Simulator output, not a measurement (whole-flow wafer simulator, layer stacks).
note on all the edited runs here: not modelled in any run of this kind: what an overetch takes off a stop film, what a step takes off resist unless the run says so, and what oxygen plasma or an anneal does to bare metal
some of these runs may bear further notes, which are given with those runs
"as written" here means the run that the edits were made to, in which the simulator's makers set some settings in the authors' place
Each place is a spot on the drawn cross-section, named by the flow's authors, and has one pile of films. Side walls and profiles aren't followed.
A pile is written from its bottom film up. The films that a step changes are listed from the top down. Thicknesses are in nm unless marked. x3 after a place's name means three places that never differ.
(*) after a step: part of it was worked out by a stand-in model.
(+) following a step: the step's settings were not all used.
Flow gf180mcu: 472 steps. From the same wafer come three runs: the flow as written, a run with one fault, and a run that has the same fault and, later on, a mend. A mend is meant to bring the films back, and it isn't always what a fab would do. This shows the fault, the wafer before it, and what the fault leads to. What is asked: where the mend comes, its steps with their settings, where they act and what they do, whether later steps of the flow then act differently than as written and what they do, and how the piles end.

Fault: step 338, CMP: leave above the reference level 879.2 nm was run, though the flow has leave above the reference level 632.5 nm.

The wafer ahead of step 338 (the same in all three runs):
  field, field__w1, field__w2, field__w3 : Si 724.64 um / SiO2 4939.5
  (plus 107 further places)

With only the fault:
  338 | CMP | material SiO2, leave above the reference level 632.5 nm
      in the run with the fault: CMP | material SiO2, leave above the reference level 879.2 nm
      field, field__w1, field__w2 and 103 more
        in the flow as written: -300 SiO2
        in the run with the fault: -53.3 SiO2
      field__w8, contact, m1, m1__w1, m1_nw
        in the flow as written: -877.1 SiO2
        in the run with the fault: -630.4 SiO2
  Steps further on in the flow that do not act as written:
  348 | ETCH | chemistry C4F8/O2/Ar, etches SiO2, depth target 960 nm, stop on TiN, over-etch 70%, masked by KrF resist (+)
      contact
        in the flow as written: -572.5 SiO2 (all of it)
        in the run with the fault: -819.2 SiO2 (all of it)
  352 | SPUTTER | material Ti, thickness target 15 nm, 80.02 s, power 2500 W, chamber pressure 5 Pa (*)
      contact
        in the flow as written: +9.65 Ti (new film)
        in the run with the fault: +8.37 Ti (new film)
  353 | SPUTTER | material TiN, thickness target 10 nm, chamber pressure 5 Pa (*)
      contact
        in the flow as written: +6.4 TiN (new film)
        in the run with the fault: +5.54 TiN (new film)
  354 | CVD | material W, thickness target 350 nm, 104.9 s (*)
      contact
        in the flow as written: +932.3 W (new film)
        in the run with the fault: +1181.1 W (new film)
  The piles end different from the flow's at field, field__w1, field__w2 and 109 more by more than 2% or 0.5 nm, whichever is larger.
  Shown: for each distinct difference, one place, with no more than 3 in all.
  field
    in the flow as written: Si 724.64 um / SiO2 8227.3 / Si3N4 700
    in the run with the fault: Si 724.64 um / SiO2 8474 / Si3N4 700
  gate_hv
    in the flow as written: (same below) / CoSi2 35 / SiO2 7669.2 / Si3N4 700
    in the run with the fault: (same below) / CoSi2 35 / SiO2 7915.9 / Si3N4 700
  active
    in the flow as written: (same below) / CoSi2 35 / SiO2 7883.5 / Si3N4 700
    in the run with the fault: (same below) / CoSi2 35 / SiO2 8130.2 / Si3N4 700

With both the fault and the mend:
  After step 346 comes the mend.
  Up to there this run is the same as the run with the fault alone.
  346a | STRIP | chemistry O2/N2, power 2160 W, pressure 1700 mTorr (*)
      field, field__w1, field__w2 and 107 more
        -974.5 KrF resist (all of it), -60 anti-reflective coat (all of it)
      contact
        -60 anti-reflective coat (all of it)
  346b | CMP | material SiO2, leave above the reference level 632.5 nm (the flow's step 338 again)
      field, field__w1, field__w2 and 108 more
        -246.7 SiO2
  346c | HMDS | 120 C, 60 s (the flow's step 340 again)
      alters no film at any place that is followed
  346d | COAT | anti-reflective coat, thickness 60 nm, 182 C, 71 s (the flow's step 341 again)
      field, field__w1, field__w2 and 108 more
        +60 anti-reflective coat (new film)
  346e | COAT | KrF resist, thickness 1000 nm (the flow's step 342 again)
      field, field__w1, field__w2 and 108 more
        +1000 KrF resist (new film)
  346f | SOFTBAKE | KrF resist (the flow's step 343 again)
      alters no film at any place that is followed
  346g | EXPOSE | photomask Via3 (the flow's step 344 again)
      alters no film at any place that is followed
  346h | PEB | KrF resist, 135 C, 90 s (the flow's step 345 again)
      field, field__w1, field__w2 and 108 more
        -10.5 KrF resist
  346i | DEVELOP | KrF resist, thickness 1000 nm, 60 s (the flow's step 346 again)
      field, field__w1, field__w2 and 107 more
        -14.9 KrF resist
      contact
        -989.5 KrF resist (all of it)
  None of the later steps of the flow acts differently than as written at any place that is followed.
  At every place that both follow, the piles at the end match the flow's.
